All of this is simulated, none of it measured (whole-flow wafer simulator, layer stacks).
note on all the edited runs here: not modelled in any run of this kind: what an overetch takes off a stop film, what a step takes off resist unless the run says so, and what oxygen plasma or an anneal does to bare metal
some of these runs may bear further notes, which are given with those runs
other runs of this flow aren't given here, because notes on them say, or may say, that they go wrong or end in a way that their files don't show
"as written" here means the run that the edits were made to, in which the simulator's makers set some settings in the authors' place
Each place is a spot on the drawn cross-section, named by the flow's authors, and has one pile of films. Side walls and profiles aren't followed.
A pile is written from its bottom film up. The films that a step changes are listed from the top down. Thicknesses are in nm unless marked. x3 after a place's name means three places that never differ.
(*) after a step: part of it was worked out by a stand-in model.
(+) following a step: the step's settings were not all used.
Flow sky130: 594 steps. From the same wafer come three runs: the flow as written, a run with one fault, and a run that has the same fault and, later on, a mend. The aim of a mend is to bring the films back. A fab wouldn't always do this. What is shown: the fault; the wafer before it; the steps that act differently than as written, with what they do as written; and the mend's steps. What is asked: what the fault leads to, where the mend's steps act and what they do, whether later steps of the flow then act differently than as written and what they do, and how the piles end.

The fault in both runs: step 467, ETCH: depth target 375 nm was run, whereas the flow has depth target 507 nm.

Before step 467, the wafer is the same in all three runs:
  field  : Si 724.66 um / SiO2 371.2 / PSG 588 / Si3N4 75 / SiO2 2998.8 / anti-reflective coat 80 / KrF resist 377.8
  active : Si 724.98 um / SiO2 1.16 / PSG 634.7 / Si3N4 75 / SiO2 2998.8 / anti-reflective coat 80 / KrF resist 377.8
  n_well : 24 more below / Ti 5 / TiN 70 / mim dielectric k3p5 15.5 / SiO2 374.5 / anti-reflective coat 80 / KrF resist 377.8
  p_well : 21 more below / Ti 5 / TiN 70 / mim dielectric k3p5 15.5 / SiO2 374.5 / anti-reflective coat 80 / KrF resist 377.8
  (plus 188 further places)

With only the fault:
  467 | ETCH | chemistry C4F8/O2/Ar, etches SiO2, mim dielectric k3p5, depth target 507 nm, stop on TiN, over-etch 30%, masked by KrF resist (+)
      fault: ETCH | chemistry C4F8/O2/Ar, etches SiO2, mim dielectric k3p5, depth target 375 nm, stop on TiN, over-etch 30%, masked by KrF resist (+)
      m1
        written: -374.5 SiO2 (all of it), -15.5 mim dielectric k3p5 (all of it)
        fault: -374.5 SiO2 (all of it), -0.49 mim dielectric k3p5
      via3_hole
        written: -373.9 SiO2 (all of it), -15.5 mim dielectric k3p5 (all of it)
        fault: -373.9 SiO2 (all of it), -1.12 mim dielectric k3p5
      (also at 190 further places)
  Steps later in the flow that act otherwise than as written (2 other steps are not shown; they differ only slightly, by no more than 2% or 0.5 nm, whichever is larger):
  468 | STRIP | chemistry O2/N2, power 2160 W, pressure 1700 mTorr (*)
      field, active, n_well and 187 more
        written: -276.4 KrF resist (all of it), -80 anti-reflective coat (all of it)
        fault: -302.8 KrF resist (all of it), -80 anti-reflective coat (all of it)
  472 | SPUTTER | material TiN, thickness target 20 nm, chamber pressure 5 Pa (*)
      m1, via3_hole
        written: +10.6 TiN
        fault: +10.8 TiN (new film)
  The piles end different from the flow's at m1, via3_hole by more than 2% or 0.5 nm, whichever is larger.
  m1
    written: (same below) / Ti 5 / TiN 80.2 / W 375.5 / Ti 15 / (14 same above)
    fault: (same below) / Ti 5 / TiN 70 / mim dielectric k3p5 15 / TiN 10.8 / W 359.8 / Ti 15 / (14 same above)
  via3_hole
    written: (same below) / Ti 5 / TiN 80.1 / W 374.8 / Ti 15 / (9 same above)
    fault: (same below) / Ti 5 / TiN 70 / mim dielectric k3p5 14.4 / TiN 10.8 / W 359.8 / Ti 15 / (9 same above)

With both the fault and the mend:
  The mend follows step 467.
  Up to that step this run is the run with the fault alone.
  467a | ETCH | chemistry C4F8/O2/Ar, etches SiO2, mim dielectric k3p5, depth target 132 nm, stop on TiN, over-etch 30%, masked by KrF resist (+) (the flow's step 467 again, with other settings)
      field, active, n_well and 187 more
        -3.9 KrF resist
      m1
        -15 mim dielectric k3p5 (all of it)
      via3_hole
        -14.4 mim dielectric k3p5 (all of it)
  Steps later in the flow that act otherwise than as written:
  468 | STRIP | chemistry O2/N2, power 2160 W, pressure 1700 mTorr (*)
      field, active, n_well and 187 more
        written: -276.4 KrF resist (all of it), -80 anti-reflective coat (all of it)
        mend: -298.9 KrF resist (all of it), -80 anti-reflective coat (all of it)
  By the end, the piles equal the flow's at every place that both follow.
